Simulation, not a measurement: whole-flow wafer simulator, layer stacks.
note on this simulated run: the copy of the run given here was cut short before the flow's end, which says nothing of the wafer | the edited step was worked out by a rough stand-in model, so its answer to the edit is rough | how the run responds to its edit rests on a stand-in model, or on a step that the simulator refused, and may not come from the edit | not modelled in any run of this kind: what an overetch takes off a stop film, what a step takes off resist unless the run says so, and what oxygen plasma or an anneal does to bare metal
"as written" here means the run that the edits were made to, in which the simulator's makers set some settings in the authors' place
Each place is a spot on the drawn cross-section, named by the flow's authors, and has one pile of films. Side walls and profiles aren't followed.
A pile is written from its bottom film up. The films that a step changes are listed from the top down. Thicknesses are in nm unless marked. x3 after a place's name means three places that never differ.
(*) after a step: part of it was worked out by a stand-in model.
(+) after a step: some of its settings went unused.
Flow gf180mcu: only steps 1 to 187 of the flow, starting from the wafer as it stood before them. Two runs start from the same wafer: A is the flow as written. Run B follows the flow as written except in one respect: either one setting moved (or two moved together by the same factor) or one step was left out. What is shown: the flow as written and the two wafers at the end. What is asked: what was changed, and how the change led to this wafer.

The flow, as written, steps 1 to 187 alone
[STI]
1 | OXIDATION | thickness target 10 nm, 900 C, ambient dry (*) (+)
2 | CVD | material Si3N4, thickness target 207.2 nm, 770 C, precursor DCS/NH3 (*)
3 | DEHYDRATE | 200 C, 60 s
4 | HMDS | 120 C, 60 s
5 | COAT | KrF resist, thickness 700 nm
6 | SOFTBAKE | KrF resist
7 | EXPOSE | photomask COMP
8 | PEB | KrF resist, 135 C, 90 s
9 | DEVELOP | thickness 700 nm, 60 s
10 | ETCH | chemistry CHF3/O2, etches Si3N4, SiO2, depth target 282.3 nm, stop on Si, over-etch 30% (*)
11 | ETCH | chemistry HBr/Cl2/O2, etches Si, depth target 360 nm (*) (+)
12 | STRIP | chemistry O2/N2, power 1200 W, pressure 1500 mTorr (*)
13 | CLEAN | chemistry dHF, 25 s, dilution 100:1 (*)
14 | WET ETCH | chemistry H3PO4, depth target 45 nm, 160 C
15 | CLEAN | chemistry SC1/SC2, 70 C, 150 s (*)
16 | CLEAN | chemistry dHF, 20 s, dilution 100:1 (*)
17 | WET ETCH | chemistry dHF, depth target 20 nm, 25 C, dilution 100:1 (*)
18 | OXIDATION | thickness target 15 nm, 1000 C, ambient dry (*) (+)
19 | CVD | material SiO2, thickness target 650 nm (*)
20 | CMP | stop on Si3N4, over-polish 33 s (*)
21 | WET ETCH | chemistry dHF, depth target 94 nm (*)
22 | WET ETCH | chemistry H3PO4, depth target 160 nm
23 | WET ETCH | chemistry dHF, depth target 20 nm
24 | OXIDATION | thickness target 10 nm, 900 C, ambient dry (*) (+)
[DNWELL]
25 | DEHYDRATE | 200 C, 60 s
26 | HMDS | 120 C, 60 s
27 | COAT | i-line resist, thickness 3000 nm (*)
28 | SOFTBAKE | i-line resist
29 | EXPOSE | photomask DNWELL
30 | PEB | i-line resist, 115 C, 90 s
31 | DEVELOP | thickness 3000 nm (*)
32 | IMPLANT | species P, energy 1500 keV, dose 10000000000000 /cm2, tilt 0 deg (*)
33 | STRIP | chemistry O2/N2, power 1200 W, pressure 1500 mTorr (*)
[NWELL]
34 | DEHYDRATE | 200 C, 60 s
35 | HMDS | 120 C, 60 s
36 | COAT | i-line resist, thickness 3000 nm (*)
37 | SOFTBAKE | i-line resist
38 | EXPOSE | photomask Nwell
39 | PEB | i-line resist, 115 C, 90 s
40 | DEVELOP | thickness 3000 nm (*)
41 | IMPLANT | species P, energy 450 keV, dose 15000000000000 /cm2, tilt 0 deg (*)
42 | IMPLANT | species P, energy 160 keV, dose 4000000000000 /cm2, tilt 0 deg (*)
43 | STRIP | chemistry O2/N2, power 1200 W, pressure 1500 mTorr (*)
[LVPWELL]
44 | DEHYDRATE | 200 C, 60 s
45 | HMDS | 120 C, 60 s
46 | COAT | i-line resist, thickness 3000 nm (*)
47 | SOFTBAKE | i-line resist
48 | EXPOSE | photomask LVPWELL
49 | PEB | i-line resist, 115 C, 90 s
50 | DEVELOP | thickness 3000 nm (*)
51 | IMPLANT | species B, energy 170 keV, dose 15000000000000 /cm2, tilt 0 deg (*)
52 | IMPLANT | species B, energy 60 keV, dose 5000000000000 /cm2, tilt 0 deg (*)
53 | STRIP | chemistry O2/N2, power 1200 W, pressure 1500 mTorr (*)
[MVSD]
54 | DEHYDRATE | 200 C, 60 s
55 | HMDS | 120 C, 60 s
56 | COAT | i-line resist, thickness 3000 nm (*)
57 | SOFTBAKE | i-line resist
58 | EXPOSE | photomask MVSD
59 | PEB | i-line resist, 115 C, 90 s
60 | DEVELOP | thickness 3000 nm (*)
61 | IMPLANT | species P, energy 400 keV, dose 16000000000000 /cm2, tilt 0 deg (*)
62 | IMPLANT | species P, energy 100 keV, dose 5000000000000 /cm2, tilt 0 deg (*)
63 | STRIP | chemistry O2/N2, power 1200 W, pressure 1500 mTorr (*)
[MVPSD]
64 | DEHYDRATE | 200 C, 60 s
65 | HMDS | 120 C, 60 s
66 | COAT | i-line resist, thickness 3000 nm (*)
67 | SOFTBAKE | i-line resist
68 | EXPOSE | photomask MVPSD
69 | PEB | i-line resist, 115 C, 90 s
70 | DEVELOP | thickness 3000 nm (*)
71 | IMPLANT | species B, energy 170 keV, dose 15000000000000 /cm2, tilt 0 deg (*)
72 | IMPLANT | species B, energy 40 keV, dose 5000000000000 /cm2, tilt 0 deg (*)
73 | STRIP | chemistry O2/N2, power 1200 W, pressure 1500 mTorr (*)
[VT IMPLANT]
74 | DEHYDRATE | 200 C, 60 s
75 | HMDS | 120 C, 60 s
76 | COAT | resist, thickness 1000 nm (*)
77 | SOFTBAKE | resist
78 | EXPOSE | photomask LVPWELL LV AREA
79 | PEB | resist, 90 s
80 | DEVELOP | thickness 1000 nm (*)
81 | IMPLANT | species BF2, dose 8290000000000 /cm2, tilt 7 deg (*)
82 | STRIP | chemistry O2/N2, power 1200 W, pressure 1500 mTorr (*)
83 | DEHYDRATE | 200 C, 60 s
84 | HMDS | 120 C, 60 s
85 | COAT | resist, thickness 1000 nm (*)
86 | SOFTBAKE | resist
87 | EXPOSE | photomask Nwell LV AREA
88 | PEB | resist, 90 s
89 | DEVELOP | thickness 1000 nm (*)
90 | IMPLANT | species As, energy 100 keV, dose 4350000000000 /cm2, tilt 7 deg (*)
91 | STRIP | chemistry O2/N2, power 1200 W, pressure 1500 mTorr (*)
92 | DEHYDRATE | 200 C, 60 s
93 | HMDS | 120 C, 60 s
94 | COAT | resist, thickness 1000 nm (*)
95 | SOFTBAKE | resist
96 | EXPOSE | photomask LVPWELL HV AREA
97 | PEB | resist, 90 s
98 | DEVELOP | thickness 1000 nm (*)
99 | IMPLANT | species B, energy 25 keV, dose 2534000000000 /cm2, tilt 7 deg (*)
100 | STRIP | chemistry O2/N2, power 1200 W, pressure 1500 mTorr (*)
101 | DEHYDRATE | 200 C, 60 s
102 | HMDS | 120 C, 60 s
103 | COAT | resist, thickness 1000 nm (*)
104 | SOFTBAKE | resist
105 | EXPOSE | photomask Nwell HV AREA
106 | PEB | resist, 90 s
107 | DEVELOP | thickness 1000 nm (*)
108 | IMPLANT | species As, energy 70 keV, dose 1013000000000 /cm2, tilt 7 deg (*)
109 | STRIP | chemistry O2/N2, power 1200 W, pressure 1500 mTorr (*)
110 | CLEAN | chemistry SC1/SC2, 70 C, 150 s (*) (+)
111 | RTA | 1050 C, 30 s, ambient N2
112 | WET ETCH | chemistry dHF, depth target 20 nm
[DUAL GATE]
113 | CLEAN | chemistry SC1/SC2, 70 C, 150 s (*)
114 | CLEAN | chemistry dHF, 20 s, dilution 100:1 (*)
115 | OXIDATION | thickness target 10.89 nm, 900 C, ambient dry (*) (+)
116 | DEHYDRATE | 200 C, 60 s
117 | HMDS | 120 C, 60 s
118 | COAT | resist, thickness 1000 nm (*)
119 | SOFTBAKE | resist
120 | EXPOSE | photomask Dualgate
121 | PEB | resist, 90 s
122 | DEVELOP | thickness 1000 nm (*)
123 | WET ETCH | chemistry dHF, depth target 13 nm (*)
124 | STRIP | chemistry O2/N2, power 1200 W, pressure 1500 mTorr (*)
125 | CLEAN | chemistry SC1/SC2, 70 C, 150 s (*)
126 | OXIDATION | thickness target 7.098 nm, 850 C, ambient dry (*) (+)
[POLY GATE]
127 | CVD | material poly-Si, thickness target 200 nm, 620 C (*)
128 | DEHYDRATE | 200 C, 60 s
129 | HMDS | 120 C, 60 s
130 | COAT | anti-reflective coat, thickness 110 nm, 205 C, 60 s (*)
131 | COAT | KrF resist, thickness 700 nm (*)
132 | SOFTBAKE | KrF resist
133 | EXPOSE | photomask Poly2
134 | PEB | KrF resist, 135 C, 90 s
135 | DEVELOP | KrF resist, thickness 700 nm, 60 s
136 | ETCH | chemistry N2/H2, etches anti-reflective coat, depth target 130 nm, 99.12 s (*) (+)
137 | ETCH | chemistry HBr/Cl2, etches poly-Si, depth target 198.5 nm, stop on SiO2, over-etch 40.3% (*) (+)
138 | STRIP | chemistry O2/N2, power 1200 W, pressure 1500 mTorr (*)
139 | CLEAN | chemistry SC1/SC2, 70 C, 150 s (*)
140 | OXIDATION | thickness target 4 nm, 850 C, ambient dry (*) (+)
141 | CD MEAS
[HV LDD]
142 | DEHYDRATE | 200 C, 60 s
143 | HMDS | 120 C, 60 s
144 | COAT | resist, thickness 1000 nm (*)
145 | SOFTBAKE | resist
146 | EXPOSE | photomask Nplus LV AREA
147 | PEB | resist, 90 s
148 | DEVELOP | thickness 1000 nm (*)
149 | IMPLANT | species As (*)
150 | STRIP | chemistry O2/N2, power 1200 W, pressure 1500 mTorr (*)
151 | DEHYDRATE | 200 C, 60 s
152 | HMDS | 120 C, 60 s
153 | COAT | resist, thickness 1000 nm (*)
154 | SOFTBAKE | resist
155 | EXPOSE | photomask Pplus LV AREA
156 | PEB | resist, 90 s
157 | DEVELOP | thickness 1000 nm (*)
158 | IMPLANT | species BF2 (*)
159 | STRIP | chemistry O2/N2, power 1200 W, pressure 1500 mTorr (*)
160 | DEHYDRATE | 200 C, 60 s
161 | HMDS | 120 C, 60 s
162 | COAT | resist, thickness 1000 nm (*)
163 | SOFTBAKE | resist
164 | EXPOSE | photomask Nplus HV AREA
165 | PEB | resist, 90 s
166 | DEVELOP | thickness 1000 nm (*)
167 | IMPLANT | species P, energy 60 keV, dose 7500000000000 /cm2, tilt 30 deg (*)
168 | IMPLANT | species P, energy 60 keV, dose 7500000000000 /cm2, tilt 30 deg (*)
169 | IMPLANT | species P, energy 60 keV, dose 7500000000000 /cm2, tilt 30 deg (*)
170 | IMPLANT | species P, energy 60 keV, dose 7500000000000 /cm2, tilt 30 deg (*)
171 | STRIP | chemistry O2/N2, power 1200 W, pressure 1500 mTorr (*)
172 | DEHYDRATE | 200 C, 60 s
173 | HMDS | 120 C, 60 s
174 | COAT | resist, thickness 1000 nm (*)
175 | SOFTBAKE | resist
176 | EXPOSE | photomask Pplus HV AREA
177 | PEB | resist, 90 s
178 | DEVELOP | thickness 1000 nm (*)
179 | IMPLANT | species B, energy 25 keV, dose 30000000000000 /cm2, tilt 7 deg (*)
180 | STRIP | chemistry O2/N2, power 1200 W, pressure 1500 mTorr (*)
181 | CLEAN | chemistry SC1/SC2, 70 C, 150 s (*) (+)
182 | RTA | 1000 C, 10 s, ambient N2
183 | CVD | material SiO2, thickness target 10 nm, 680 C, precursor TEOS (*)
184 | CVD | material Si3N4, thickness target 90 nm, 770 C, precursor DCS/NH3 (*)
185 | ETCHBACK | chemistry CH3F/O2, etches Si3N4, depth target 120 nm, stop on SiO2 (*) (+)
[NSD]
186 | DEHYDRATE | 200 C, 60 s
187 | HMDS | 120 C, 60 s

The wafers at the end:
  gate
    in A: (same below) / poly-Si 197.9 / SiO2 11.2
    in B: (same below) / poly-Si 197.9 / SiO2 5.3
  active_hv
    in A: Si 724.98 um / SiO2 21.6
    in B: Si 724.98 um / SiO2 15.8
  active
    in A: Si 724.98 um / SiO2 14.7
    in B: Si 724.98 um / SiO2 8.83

Cause: step 183, CVD: 645 C was run, whereas the flow has 680 C.

Step by step, how the change led to this:
  183 | CVD | material SiO2, thickness target 10 nm, 680 C, precursor TEOS (*)
      field, field__w1, field__w2 and 99 more: A +10 SiO2 | B +4.14 SiO2
      ld_drift_p: A +9.87 SiO2 | B +4.09 SiO2
      (and at 1 other place as well)
